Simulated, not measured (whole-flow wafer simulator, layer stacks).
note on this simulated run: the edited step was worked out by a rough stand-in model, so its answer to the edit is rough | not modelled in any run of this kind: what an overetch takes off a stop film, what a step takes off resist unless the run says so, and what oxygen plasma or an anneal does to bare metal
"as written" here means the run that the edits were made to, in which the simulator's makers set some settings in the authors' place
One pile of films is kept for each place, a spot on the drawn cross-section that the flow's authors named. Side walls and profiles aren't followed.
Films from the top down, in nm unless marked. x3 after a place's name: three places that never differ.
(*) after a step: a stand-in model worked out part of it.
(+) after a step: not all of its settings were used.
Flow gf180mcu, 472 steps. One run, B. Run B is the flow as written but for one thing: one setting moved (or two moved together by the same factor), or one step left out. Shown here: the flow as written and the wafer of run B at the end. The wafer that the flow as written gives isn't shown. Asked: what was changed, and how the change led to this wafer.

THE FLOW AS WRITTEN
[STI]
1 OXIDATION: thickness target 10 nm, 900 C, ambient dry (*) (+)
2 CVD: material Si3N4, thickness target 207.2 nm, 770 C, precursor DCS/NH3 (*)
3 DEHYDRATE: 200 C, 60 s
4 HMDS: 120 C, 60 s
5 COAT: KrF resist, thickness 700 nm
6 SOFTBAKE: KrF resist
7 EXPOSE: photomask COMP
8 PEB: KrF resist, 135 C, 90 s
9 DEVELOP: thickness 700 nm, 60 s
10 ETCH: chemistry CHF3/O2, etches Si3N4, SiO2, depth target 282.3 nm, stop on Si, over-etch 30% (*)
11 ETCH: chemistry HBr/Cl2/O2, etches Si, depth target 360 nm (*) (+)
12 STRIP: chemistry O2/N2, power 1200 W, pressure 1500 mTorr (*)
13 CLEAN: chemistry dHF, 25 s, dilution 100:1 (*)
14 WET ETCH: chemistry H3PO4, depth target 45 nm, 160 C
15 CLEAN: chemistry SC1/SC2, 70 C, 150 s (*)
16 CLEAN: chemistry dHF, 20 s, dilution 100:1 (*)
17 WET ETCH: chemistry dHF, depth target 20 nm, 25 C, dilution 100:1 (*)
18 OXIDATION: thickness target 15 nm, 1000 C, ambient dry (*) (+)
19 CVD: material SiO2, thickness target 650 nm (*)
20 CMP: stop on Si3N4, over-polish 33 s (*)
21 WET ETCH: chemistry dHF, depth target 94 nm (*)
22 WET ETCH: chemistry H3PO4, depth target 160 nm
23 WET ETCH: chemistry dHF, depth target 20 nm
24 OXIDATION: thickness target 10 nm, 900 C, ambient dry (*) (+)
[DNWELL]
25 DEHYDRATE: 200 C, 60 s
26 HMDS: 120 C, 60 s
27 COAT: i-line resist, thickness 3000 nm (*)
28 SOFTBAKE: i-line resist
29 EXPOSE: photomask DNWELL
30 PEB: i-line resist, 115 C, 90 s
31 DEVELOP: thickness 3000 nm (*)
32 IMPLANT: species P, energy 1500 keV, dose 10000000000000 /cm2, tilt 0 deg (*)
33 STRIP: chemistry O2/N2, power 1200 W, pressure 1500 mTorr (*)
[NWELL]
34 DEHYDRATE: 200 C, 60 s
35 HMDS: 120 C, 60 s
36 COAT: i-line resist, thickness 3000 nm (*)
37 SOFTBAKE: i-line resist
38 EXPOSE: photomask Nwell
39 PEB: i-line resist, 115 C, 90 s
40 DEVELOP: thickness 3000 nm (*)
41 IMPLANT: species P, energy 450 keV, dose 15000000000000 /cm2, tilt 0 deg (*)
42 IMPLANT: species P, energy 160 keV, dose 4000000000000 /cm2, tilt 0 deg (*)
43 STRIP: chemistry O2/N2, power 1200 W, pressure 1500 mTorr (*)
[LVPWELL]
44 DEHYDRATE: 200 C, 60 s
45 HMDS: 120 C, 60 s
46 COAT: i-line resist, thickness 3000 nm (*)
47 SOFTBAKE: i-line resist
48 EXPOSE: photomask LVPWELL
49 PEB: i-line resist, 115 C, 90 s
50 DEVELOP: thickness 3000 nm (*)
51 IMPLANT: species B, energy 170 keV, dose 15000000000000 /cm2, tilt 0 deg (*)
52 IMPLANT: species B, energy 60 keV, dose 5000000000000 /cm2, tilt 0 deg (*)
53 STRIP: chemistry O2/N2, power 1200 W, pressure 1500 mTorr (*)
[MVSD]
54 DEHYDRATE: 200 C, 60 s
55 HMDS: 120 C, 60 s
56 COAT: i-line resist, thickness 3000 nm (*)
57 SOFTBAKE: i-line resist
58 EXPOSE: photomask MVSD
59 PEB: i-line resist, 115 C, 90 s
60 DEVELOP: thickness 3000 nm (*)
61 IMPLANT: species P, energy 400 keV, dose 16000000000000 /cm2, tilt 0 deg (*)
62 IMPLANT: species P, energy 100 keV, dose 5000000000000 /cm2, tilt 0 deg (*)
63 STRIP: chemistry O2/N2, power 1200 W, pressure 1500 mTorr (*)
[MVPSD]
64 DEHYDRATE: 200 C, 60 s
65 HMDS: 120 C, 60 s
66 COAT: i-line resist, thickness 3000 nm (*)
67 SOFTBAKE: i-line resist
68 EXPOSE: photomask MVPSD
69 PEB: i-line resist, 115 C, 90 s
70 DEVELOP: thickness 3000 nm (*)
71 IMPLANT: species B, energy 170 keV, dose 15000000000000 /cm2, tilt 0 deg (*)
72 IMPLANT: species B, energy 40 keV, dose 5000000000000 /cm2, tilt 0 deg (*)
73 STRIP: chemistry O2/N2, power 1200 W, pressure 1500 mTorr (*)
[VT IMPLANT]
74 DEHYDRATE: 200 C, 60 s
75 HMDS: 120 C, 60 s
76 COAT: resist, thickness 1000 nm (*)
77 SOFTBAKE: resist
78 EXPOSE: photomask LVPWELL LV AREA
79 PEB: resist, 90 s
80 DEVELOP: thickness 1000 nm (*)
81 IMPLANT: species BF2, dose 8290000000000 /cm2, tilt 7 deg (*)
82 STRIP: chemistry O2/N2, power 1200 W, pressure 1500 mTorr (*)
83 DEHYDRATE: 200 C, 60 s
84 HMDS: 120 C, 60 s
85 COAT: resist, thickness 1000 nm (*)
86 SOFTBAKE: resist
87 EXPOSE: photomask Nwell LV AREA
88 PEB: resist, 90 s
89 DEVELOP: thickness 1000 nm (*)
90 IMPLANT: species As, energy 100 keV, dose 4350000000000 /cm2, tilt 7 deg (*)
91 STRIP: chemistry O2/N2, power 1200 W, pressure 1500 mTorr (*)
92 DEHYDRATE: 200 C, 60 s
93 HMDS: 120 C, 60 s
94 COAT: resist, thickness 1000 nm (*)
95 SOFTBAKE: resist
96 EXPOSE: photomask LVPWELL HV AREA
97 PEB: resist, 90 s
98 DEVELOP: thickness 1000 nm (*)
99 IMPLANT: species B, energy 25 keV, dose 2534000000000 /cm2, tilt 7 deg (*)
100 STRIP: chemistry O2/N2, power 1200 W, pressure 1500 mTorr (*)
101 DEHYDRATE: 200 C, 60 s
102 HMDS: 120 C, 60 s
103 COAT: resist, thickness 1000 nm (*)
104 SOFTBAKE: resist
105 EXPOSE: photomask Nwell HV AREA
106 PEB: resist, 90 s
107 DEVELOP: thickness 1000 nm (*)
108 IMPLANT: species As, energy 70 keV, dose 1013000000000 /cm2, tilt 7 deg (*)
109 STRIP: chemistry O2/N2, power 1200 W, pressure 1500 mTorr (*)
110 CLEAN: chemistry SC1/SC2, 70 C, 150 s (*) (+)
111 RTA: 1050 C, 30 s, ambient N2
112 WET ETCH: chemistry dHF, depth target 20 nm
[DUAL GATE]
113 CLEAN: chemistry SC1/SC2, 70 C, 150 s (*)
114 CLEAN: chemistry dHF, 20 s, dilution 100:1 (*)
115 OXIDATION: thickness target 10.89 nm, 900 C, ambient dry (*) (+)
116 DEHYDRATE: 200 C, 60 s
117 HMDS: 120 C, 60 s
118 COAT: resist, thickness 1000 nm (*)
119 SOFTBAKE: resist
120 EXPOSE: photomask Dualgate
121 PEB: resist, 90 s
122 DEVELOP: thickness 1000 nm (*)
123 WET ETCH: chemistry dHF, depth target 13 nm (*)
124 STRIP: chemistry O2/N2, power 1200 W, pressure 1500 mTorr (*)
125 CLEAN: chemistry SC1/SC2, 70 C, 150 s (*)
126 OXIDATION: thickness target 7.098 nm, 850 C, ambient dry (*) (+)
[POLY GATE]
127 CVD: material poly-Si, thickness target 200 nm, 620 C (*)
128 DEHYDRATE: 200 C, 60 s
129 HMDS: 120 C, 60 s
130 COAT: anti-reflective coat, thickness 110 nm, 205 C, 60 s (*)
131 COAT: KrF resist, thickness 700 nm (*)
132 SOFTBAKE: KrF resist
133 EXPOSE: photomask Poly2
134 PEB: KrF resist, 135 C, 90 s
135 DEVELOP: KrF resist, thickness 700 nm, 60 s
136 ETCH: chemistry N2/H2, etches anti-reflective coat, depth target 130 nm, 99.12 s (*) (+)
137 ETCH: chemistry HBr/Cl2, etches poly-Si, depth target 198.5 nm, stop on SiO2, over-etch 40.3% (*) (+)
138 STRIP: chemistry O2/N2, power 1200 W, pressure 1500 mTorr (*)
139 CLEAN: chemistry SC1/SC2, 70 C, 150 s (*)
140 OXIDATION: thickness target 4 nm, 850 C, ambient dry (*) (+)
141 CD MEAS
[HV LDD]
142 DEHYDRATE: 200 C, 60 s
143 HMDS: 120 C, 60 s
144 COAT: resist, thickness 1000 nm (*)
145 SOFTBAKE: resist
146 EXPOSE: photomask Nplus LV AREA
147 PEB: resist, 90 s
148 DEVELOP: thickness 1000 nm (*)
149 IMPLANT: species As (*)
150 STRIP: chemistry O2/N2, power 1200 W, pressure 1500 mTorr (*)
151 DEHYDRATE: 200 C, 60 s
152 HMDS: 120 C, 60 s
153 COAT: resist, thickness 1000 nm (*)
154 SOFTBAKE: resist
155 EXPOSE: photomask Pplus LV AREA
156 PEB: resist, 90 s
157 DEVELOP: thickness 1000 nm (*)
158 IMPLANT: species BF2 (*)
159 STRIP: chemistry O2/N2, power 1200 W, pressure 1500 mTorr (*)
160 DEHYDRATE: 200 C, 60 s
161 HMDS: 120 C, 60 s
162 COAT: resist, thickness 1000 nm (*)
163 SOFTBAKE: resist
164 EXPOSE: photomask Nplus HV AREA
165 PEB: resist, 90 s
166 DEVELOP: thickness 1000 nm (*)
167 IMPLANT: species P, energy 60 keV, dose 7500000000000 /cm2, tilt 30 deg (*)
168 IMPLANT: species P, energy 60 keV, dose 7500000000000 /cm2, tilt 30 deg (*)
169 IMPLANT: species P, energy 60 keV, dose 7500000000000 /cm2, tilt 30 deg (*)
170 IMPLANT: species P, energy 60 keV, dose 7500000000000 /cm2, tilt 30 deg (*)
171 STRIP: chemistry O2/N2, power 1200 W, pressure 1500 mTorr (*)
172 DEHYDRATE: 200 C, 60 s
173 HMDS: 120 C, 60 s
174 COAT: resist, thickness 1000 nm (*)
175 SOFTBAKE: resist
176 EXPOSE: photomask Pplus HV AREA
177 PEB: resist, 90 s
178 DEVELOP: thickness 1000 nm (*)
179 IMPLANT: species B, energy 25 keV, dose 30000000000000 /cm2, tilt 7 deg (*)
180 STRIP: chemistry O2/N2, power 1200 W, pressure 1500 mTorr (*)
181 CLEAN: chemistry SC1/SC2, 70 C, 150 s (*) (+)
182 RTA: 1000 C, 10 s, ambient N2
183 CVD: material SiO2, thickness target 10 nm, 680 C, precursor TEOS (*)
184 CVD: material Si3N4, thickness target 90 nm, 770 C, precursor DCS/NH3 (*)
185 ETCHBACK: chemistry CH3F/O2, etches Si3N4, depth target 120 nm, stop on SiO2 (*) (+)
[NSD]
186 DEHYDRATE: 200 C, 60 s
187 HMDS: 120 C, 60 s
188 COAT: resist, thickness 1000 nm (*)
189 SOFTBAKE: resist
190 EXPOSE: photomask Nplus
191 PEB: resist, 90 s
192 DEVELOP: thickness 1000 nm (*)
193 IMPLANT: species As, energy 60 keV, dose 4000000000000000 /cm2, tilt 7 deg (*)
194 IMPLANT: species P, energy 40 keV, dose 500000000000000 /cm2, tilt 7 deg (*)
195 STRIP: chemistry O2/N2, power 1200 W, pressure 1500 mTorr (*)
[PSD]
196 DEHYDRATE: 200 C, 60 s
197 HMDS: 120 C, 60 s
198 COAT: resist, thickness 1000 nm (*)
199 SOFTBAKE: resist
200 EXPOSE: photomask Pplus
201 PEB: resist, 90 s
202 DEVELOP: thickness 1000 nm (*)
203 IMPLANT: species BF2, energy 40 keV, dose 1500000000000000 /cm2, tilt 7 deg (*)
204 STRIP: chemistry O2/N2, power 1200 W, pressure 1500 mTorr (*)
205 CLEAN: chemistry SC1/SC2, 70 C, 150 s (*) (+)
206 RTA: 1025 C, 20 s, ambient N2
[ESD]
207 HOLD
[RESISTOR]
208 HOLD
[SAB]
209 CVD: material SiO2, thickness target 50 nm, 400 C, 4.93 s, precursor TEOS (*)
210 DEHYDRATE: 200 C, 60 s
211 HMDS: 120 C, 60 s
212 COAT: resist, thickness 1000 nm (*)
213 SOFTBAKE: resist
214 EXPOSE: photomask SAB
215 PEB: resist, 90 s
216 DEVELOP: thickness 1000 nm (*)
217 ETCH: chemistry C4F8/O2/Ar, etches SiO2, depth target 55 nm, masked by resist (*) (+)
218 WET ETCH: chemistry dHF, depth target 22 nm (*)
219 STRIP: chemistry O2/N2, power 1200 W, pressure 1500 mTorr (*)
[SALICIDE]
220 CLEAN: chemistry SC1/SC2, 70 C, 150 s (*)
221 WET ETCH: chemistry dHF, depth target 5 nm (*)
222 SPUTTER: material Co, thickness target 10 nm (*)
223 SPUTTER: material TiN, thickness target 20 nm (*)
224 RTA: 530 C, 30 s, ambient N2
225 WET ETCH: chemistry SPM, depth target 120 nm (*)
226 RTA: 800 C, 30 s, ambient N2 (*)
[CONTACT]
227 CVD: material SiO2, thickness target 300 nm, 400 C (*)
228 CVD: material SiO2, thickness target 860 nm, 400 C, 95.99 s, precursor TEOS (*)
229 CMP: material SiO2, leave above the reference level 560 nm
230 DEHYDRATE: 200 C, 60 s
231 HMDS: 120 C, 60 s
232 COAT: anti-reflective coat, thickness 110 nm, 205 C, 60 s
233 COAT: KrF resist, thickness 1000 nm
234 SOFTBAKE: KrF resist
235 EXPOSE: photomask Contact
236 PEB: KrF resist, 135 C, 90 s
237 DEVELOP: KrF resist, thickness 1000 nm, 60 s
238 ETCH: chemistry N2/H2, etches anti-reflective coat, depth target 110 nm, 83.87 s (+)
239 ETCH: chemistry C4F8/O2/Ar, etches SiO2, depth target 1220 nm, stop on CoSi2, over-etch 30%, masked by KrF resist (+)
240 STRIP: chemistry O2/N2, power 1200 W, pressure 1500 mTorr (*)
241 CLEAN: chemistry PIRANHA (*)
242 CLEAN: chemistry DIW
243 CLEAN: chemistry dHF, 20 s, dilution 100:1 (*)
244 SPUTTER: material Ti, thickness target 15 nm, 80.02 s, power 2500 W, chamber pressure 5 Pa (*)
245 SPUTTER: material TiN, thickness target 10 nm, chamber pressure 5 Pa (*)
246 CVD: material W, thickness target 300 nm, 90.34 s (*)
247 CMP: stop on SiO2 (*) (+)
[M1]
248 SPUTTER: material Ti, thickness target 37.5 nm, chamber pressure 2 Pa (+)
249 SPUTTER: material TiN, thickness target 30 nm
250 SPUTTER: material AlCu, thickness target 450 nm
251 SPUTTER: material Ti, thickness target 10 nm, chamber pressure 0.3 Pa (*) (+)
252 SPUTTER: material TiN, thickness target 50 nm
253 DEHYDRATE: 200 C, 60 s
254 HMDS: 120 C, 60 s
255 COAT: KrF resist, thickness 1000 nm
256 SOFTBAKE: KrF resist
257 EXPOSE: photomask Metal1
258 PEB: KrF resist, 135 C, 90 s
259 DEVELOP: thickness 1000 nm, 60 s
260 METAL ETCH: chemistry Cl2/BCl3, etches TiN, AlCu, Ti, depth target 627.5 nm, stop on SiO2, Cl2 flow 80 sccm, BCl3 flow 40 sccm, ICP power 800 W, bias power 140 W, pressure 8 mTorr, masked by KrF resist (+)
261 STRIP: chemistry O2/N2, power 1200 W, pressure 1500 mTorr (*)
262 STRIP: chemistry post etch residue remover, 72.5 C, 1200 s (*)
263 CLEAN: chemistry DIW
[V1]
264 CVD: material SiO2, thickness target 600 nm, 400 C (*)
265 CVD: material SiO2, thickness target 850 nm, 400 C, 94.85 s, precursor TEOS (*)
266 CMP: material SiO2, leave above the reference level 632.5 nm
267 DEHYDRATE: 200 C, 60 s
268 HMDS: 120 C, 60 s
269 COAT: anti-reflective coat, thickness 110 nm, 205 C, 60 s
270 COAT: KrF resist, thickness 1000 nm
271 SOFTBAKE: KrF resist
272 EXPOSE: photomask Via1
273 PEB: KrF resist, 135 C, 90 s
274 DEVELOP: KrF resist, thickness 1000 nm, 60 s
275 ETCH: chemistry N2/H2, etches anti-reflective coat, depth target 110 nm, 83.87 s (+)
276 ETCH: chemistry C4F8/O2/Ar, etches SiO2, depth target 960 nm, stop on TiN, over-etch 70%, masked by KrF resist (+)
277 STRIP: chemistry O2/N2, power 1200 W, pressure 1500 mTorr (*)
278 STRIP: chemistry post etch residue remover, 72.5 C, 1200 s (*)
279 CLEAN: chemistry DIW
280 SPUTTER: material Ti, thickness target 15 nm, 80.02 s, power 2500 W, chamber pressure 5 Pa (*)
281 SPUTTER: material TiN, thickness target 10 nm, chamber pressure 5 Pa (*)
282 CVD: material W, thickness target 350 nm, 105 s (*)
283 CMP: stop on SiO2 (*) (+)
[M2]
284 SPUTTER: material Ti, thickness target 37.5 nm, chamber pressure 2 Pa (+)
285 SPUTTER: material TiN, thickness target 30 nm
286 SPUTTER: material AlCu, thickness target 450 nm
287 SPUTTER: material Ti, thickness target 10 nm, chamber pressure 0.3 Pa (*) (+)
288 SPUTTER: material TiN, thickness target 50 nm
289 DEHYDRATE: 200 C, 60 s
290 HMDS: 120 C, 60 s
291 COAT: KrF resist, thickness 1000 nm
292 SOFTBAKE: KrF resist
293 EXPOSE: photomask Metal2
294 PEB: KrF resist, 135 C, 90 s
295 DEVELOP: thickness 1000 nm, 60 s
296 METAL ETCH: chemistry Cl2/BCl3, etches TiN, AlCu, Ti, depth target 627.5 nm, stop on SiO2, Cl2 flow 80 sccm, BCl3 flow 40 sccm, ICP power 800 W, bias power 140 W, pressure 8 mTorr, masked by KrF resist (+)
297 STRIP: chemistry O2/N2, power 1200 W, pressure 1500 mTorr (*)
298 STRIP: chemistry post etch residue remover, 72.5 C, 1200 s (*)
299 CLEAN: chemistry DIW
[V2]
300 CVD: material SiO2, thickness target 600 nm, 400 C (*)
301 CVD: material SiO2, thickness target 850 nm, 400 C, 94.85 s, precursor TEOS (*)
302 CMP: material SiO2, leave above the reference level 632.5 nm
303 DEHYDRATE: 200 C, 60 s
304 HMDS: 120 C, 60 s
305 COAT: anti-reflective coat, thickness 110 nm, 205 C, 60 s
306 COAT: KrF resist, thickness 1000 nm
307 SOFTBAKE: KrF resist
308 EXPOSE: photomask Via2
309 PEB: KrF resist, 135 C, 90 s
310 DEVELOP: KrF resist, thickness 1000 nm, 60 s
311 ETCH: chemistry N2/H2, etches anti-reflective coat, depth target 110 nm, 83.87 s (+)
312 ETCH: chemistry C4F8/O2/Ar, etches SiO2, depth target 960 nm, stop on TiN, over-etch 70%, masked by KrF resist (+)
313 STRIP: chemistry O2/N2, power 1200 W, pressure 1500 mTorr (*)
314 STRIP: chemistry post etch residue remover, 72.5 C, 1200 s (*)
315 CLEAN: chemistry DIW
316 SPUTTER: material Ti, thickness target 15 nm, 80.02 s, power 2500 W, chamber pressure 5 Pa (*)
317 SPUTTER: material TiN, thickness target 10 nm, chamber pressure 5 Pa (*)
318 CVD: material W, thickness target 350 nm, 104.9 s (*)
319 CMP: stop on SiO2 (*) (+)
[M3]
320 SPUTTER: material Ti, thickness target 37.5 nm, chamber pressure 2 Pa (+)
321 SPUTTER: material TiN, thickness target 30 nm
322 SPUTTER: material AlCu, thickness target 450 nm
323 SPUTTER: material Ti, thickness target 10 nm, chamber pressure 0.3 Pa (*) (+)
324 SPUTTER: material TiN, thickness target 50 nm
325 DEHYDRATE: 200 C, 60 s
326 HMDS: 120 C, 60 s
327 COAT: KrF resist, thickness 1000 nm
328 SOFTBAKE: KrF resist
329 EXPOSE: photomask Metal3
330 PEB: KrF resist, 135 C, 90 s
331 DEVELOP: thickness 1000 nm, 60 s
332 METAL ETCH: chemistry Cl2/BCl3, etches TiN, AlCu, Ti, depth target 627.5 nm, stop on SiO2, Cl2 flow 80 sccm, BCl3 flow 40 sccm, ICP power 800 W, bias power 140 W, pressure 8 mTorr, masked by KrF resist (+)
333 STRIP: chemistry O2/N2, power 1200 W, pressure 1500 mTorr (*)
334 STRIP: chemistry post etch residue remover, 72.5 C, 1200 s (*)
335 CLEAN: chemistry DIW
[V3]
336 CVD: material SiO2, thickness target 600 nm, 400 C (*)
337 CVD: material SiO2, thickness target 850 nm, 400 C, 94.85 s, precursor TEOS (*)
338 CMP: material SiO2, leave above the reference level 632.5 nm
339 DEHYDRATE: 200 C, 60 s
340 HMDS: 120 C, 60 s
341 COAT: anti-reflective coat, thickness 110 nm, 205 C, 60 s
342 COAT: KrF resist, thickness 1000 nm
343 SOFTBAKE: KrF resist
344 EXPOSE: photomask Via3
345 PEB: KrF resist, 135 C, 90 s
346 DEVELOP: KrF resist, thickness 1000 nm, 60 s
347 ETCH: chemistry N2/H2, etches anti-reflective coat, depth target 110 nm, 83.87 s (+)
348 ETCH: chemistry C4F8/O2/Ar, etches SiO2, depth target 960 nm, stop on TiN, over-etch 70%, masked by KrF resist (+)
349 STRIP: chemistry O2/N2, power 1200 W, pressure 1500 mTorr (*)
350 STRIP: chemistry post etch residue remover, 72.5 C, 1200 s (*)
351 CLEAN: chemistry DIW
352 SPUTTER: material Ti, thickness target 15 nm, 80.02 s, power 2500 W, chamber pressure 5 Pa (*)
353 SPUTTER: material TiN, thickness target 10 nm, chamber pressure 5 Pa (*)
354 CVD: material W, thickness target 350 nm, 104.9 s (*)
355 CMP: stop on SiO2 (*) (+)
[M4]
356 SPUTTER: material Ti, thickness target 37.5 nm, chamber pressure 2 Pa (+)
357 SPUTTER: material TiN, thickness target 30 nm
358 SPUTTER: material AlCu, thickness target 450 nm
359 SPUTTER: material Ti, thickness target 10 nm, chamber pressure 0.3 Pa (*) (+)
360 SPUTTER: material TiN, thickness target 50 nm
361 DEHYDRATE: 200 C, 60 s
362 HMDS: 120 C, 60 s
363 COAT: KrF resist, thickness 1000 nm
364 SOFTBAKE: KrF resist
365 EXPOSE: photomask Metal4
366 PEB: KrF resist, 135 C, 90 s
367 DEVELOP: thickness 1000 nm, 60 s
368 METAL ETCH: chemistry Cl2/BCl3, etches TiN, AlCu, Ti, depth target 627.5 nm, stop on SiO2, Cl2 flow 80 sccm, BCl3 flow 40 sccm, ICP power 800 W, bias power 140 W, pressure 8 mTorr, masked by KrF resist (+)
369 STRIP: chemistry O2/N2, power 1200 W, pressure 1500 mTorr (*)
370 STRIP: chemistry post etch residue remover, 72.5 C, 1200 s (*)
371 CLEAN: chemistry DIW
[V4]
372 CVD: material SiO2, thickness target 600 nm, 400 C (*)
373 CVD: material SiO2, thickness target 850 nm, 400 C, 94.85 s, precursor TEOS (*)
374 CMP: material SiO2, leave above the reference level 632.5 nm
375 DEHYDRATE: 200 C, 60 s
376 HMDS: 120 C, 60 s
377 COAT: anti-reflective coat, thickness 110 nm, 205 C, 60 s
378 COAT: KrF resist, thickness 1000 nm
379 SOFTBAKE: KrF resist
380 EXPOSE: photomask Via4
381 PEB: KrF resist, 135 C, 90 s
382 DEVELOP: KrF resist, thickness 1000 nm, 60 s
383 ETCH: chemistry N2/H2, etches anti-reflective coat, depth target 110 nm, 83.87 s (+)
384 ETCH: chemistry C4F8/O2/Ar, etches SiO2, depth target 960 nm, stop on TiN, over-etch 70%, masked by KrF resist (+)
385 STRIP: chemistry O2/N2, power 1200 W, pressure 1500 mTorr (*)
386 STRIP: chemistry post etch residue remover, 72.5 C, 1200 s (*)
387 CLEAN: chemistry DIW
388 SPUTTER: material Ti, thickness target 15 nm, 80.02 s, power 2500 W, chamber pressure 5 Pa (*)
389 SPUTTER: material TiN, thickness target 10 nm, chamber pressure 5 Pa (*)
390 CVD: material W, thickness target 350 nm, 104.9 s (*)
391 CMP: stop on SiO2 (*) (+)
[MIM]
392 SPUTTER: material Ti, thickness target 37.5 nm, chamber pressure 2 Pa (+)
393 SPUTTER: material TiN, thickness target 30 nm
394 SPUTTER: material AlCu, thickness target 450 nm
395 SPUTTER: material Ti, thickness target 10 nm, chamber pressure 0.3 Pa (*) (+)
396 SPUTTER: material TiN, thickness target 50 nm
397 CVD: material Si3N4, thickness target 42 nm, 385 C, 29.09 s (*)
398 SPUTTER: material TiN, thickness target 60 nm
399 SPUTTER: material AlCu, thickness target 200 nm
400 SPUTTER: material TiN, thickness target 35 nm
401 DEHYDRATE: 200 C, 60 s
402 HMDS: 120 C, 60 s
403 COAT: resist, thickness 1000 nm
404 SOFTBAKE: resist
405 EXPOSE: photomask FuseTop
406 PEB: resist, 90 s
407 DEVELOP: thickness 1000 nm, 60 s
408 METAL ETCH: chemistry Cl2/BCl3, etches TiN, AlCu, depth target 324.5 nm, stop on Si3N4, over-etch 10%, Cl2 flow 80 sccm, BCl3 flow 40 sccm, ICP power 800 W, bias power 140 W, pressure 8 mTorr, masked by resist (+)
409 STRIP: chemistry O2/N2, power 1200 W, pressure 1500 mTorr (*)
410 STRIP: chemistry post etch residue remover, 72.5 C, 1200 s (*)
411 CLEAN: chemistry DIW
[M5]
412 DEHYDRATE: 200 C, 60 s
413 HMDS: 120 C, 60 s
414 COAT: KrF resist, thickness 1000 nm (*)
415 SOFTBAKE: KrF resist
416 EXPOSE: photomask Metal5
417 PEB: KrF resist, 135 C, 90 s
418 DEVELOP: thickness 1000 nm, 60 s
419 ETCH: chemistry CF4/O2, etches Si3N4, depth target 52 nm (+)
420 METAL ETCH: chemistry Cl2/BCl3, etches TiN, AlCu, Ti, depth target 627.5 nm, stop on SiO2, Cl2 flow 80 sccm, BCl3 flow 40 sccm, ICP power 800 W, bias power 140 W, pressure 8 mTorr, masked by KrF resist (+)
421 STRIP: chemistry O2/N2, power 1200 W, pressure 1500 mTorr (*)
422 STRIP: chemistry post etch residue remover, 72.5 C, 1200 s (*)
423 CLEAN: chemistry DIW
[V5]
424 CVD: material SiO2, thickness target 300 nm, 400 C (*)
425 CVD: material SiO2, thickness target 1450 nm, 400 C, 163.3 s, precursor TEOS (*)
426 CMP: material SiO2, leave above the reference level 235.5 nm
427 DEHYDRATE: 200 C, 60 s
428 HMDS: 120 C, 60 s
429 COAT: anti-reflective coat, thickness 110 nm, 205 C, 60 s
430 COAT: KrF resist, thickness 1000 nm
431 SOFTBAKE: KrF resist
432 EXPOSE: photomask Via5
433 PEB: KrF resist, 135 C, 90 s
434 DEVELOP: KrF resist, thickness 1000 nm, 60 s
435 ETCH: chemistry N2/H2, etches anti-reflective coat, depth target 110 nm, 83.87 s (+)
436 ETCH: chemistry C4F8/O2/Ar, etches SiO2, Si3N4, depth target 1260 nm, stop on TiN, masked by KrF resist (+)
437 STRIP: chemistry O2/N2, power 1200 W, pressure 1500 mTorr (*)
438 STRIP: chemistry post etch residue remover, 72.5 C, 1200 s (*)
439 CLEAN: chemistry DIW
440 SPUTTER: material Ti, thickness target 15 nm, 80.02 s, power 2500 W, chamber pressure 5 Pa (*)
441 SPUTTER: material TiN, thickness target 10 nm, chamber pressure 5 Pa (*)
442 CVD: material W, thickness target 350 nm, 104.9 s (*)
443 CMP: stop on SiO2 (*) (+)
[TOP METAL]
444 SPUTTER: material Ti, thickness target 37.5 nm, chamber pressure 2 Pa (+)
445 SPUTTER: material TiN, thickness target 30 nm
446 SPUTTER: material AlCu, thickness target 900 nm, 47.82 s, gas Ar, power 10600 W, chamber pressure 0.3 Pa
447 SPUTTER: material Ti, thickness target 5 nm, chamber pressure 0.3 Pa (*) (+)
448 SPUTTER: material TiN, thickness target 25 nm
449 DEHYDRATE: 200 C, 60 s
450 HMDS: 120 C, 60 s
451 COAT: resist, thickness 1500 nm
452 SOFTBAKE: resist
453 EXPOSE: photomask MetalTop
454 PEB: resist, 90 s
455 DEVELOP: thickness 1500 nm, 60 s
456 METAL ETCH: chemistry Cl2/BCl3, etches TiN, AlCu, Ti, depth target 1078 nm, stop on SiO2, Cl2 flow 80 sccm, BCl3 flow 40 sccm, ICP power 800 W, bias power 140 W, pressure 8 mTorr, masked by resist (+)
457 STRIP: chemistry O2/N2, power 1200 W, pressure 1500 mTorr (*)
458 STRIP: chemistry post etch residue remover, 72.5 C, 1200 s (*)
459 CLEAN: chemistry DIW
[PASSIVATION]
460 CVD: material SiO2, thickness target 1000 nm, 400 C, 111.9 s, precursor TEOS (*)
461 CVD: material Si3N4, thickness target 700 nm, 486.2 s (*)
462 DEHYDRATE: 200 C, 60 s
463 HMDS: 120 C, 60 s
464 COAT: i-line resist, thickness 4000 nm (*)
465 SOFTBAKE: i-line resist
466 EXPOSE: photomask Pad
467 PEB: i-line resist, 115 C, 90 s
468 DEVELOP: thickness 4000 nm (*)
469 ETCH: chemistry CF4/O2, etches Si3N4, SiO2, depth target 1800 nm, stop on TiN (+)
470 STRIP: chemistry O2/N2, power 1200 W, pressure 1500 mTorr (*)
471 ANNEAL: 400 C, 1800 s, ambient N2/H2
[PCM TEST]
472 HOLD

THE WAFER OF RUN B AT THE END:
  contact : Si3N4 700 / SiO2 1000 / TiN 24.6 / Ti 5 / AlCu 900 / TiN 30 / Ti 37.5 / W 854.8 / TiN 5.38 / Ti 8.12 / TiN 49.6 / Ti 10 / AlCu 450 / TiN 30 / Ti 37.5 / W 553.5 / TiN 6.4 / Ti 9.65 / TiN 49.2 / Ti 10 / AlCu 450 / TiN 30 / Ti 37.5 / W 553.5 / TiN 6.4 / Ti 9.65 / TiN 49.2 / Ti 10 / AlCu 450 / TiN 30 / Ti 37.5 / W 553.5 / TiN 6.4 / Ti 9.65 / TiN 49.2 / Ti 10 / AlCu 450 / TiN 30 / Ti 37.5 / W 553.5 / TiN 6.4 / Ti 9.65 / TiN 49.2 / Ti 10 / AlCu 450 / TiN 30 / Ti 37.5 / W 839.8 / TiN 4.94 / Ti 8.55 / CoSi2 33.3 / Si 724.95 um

The cause: step 245, SPUTTER: chamber pressure 3.2 Pa was run, where the flow has chamber pressure 5 Pa.

How the change led to this, step by step:
  245 SPUTTER: material TiN, thickness target 10 nm, chamber pressure 5 Pa (*)
      contact: TiN +4.94 (new film) (as written it would be: TiN +5.48 (new film))
